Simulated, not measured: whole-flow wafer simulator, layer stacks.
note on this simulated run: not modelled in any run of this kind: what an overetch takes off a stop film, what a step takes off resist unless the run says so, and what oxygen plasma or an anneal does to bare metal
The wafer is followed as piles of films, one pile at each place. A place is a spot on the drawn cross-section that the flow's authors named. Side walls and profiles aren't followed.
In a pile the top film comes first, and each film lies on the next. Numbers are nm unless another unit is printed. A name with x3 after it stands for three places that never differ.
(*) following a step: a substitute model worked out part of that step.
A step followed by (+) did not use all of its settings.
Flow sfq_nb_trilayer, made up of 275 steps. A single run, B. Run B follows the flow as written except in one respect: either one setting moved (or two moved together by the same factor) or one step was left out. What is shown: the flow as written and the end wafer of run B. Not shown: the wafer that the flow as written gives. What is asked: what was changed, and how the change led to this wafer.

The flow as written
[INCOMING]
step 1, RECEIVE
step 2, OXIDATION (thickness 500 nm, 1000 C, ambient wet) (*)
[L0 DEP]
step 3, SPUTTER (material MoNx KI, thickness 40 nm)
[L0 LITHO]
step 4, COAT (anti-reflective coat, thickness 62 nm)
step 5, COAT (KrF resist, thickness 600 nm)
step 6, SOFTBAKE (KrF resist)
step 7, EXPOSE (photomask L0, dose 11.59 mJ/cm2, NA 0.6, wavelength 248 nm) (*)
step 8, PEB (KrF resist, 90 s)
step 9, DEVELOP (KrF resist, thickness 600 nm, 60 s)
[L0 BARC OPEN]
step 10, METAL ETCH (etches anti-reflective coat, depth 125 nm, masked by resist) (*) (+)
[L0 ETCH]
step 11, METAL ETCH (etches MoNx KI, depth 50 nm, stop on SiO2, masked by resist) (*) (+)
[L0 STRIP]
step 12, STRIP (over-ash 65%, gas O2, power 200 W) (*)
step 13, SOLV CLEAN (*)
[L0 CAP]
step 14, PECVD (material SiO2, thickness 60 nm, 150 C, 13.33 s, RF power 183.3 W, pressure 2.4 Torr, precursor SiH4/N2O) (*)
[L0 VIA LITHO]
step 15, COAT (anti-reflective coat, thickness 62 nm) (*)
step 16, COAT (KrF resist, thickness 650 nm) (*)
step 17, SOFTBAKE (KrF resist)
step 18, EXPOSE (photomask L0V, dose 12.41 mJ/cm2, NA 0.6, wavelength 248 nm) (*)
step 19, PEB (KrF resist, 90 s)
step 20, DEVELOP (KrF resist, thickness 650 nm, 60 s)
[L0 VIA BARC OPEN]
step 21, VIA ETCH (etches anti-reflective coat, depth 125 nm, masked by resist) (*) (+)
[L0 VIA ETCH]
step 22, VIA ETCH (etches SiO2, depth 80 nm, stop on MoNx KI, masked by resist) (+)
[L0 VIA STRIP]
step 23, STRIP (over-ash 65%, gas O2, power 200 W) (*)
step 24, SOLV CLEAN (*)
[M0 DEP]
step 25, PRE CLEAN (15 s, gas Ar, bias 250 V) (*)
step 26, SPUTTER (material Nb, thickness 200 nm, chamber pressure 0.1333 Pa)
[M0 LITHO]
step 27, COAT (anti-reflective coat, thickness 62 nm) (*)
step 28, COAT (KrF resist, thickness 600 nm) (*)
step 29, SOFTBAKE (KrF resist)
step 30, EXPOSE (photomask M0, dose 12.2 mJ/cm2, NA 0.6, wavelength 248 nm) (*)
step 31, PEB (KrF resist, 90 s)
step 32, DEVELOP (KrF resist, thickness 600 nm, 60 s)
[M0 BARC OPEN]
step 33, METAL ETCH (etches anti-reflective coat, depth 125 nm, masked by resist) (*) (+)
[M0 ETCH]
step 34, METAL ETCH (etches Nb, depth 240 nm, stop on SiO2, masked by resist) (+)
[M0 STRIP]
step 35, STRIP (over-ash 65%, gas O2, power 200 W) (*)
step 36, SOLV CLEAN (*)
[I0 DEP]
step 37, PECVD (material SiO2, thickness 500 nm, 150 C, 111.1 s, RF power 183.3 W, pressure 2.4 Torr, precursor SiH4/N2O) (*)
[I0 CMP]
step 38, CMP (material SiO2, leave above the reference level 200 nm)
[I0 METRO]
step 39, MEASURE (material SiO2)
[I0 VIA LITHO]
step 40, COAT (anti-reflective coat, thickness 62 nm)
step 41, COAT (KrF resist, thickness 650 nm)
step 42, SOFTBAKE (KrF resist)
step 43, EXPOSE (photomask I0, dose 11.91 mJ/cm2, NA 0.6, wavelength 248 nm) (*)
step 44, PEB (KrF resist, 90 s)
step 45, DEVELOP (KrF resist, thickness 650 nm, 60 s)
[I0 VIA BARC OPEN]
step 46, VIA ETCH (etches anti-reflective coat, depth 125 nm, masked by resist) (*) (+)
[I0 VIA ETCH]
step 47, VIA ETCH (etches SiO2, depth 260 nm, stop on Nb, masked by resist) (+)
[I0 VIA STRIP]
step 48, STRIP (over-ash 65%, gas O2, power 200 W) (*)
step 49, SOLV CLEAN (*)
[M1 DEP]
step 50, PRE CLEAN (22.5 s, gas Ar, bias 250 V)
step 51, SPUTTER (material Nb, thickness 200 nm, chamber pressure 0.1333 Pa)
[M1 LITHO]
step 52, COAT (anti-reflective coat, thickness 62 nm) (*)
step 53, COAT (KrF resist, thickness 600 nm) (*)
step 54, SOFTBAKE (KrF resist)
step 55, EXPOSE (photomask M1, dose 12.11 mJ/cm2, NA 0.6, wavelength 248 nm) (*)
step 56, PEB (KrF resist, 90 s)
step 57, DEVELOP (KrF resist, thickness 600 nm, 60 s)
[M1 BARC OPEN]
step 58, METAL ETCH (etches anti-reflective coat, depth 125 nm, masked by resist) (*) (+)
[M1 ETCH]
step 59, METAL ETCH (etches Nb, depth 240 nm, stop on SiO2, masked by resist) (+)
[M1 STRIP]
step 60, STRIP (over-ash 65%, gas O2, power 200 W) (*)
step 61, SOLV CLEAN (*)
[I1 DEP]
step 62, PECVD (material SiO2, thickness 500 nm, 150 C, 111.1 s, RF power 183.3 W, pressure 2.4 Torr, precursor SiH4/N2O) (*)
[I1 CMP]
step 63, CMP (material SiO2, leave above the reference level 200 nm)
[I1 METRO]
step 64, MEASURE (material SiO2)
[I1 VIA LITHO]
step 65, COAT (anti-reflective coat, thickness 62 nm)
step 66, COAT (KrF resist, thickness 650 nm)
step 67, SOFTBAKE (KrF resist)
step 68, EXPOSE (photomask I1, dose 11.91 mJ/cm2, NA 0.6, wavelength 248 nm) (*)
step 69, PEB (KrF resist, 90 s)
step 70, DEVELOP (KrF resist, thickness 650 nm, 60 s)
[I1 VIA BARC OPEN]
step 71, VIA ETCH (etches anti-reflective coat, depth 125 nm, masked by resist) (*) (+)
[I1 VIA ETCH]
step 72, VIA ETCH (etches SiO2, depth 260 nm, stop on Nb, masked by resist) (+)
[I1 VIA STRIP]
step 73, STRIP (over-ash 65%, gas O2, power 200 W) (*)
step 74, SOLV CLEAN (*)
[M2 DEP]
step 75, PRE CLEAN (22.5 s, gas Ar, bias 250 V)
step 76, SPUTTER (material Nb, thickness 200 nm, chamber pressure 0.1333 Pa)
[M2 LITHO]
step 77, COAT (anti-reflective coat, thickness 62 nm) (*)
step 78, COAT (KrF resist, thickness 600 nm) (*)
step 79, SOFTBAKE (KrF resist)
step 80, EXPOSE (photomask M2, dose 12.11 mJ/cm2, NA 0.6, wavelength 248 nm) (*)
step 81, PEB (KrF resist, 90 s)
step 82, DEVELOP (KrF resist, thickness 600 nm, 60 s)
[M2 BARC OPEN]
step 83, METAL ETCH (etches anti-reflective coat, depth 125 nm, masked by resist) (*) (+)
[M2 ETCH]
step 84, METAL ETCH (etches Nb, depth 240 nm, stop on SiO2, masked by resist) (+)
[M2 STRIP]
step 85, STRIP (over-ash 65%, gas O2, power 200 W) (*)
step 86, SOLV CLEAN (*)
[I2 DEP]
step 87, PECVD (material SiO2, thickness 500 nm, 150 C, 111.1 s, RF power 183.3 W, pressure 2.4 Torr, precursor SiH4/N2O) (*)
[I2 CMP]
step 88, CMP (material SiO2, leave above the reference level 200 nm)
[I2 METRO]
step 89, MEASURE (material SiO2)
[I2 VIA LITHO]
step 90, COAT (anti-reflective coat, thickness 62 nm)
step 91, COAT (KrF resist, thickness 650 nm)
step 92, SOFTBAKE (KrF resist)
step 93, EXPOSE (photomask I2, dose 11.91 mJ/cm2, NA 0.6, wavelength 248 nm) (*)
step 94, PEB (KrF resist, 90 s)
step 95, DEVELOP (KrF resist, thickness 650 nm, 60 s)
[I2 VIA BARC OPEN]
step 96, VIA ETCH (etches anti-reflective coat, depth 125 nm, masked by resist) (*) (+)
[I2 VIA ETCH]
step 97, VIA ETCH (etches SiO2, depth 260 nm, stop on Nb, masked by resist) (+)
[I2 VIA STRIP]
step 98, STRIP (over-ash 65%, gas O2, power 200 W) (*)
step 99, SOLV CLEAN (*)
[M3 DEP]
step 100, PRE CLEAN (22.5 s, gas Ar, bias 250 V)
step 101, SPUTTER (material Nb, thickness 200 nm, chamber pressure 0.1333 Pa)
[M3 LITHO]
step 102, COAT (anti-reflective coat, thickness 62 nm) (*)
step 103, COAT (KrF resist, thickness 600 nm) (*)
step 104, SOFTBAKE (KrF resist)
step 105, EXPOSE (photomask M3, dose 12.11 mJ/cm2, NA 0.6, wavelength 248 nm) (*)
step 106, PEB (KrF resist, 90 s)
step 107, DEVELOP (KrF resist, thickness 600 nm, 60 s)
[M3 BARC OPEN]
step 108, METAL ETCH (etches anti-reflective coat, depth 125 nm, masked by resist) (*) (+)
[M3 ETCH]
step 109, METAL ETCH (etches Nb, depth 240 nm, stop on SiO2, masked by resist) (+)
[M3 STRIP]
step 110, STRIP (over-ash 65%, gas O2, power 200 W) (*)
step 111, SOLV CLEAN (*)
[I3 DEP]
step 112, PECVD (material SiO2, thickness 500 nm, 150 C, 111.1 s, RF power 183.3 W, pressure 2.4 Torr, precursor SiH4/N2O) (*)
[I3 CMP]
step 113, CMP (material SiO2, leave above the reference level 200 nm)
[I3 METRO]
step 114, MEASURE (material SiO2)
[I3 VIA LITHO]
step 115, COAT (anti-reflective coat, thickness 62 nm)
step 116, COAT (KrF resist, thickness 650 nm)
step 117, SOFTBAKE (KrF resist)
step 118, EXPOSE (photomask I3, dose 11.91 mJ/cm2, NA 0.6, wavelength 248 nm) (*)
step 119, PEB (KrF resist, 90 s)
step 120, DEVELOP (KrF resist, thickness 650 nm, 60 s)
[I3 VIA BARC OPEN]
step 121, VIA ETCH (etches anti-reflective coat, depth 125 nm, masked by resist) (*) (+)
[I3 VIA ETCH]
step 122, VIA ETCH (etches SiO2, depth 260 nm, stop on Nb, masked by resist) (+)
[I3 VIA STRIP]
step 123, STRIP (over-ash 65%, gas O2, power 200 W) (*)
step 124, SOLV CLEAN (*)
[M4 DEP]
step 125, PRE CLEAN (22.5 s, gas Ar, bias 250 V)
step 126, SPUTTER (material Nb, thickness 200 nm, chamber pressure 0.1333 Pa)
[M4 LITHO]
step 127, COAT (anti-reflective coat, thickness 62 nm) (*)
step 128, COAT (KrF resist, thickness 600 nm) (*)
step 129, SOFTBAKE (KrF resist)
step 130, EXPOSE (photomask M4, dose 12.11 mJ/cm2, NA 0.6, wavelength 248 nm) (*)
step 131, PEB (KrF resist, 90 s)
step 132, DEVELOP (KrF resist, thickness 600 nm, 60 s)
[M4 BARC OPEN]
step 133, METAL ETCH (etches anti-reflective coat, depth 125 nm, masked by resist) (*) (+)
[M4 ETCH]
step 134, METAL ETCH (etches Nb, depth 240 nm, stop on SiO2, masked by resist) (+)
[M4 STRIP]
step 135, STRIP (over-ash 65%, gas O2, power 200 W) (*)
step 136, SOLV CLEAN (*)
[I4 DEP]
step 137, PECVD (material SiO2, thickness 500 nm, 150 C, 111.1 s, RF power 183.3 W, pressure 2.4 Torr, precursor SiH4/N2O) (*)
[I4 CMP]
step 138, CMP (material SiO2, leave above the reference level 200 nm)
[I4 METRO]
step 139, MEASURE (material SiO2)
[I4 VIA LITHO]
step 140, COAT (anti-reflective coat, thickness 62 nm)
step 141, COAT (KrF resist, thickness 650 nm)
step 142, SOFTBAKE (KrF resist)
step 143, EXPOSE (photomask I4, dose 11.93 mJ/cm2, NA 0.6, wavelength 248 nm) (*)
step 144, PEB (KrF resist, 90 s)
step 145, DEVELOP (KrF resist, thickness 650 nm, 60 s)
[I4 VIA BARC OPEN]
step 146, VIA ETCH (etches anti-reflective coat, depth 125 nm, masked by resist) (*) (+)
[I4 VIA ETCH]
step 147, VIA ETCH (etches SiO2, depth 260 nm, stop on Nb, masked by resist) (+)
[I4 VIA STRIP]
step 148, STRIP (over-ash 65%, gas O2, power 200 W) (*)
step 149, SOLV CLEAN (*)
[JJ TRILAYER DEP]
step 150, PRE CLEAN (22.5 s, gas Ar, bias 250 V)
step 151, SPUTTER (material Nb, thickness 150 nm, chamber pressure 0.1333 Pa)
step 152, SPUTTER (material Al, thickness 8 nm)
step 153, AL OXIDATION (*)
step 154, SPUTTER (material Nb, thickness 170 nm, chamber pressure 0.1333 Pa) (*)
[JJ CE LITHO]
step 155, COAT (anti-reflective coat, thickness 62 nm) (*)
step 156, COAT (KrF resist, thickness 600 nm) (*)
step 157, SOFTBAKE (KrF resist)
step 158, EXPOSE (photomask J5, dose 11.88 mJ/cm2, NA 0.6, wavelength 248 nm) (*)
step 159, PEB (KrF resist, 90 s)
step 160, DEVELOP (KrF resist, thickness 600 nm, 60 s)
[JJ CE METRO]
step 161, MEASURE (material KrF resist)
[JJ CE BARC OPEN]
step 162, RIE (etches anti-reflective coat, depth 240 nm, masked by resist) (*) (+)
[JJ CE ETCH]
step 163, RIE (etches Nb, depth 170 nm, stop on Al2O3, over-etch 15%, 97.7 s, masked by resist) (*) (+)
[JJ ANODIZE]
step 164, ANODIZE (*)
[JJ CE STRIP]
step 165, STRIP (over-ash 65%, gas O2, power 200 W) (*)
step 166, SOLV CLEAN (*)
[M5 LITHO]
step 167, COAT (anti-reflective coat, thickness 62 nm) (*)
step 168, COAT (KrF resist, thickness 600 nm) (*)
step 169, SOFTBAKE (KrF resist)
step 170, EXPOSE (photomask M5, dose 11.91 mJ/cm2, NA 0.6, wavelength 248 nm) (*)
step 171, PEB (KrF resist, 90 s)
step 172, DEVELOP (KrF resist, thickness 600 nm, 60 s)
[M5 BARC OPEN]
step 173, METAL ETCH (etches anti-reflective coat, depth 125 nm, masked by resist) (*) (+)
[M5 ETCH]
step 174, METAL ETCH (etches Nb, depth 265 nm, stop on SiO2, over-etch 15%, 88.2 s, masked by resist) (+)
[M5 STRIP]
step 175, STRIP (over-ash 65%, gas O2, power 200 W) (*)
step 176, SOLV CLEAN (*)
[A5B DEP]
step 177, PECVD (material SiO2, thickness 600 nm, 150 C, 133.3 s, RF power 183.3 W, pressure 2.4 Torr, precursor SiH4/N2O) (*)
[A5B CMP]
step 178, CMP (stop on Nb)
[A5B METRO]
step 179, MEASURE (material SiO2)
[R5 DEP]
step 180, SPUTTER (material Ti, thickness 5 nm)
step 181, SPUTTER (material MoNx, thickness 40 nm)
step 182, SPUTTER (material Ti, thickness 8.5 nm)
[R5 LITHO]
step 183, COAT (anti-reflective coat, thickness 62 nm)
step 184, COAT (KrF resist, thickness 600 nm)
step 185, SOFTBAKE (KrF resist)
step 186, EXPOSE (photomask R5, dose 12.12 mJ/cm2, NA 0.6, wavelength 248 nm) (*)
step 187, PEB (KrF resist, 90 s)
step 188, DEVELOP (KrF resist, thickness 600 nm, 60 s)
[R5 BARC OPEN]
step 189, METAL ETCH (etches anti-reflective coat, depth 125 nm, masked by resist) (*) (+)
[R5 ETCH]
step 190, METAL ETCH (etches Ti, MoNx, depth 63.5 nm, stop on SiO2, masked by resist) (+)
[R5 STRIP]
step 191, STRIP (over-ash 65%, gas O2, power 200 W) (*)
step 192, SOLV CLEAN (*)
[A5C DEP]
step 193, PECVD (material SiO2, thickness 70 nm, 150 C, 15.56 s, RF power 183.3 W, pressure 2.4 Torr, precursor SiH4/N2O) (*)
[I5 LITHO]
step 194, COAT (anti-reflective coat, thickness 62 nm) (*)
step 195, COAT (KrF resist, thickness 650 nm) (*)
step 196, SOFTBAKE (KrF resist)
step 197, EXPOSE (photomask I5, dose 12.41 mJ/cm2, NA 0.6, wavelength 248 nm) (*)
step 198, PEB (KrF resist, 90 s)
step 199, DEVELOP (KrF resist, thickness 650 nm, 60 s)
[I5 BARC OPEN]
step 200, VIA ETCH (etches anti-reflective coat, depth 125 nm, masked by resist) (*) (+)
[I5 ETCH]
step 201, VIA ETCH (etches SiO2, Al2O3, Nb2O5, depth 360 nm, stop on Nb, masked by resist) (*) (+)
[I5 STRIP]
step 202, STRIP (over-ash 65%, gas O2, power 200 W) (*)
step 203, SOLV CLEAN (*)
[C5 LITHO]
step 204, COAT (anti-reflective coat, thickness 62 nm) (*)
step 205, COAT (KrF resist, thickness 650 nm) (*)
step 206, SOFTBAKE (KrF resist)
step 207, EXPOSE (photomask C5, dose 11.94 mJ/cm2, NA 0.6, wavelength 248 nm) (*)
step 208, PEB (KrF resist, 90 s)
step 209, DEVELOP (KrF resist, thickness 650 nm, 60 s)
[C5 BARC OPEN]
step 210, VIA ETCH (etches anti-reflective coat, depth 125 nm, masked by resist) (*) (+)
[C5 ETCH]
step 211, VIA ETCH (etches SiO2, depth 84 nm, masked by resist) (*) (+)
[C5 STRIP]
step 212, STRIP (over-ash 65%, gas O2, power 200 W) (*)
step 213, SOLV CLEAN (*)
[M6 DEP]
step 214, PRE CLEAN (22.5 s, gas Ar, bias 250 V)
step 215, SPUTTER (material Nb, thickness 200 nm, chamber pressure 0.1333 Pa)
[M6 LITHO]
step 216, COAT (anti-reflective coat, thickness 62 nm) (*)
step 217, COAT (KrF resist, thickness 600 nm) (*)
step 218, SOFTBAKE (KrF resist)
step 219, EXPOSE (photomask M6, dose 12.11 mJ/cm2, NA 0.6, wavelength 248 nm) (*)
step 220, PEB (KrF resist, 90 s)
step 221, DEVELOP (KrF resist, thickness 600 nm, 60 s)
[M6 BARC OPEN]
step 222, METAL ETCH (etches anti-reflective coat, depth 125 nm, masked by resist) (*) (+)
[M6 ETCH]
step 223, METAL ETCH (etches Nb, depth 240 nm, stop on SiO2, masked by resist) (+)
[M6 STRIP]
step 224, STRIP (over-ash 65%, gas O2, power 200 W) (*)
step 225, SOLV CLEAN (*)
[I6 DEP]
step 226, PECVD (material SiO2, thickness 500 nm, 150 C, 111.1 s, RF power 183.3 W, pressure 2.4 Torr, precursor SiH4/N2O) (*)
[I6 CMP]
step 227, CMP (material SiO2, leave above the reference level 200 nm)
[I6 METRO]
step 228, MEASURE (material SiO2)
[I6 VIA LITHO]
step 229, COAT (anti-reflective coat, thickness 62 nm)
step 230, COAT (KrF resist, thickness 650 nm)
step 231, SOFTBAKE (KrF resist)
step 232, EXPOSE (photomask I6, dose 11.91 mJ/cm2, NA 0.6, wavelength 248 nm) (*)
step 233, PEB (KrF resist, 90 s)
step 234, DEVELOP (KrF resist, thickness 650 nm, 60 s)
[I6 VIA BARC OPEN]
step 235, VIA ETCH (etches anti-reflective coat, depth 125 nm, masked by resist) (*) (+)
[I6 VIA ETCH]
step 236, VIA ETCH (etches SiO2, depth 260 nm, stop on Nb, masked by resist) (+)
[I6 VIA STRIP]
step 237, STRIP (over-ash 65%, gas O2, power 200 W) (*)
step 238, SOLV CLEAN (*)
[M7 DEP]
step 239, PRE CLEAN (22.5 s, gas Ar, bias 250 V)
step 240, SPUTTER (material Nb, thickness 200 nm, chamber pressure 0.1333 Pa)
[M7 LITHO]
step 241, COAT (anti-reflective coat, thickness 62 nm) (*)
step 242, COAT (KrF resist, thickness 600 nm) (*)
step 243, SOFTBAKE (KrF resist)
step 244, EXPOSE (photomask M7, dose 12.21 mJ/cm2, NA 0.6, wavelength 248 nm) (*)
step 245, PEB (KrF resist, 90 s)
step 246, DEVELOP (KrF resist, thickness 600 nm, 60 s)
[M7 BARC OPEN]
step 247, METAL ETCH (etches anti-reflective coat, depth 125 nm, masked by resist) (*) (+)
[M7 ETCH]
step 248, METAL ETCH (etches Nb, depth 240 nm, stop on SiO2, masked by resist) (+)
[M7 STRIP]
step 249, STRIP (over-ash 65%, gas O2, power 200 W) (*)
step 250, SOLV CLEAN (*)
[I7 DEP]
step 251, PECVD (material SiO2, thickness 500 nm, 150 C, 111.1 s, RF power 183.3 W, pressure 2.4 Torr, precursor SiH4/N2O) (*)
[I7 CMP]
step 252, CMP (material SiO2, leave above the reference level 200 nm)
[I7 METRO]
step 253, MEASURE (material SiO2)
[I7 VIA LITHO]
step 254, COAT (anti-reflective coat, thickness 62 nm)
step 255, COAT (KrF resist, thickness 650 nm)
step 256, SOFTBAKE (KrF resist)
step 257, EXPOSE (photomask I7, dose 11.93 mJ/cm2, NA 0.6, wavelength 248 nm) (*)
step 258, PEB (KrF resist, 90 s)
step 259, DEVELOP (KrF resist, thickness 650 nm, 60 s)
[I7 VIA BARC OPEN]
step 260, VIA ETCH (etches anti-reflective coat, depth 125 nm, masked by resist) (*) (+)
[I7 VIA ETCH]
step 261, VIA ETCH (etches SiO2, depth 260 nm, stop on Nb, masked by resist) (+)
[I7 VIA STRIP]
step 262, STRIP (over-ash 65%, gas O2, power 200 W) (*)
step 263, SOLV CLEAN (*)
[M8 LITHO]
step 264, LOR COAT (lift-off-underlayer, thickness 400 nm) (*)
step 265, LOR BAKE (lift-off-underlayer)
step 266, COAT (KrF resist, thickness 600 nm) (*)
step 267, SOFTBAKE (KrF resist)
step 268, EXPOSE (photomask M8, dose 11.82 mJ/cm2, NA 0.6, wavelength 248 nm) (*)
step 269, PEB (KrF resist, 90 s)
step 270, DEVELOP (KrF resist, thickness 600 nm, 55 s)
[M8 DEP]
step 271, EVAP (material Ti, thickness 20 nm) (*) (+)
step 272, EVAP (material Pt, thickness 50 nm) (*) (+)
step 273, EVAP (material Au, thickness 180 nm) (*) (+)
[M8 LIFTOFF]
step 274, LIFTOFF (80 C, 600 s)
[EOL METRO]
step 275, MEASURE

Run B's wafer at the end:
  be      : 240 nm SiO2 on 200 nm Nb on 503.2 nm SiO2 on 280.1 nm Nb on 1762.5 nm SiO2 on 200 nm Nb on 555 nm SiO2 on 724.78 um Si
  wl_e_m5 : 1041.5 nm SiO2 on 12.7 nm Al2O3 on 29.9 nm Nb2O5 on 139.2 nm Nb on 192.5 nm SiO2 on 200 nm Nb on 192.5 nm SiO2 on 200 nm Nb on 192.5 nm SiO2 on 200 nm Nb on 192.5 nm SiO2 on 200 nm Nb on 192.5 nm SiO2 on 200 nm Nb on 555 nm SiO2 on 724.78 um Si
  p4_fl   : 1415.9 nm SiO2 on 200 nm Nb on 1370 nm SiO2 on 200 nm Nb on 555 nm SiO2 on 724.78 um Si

The reason: step 252, CMP: leave above the reference level 240 nm was run, while the flow as written has leave above the reference level 200 nm.
The wafer itself shows it: be has SiO2 240, and step 252 as written asks for 200 nm.

Step by step, how the change led to this:
  step 252, CMP (material SiO2, leave above the reference level 200 nm)
      field_l, p4_fl, p4_fm and 56 more: -60 SiO2 (it would be, as written: -100 SiO2)
      v_sur, via_wl, via_w and 37 more: -260 SiO2 (it would be, as written: -300 SiO2)
      (and at 7 other places as well)
  step 261, VIA ETCH (etches SiO2, depth 260 nm, stop on Nb, masked by resist) (+)
      via_wl, via_w, via_wr: -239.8 SiO2 (all of it) (it would be, as written: -199.8 SiO2 (all of it))
  step 264, LOR COAT (lift-off-underlayer, thickness 400 nm) (*)
      via_wl, via_wr: +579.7 lift-off-underlayer (new film) (it would be, as written: +549.8 lift-off-underlayer (new film))
      via_w: +563.7 lift-off-underlayer (new film) (it would be, as written: +536.4 lift-off-underlayer (new film))
  step 270, DEVELOP (KrF resist, thickness 600 nm, 55 s)
      via_wl: -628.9 KrF resist (all of it), -579.7 lift-off-underlayer (all of it) (it would be, as written: -623.9 KrF resist (all of it), -549.8 lift-off-underlayer (all of it))
      via_w: -642.8 KrF resist (all of it), -563.7 lift-off-underlayer (all of it) (it would be, as written: -635.4 KrF resist (all of it), -536.4 lift-off-underlayer (all of it))
      (and at 1 other place as well)
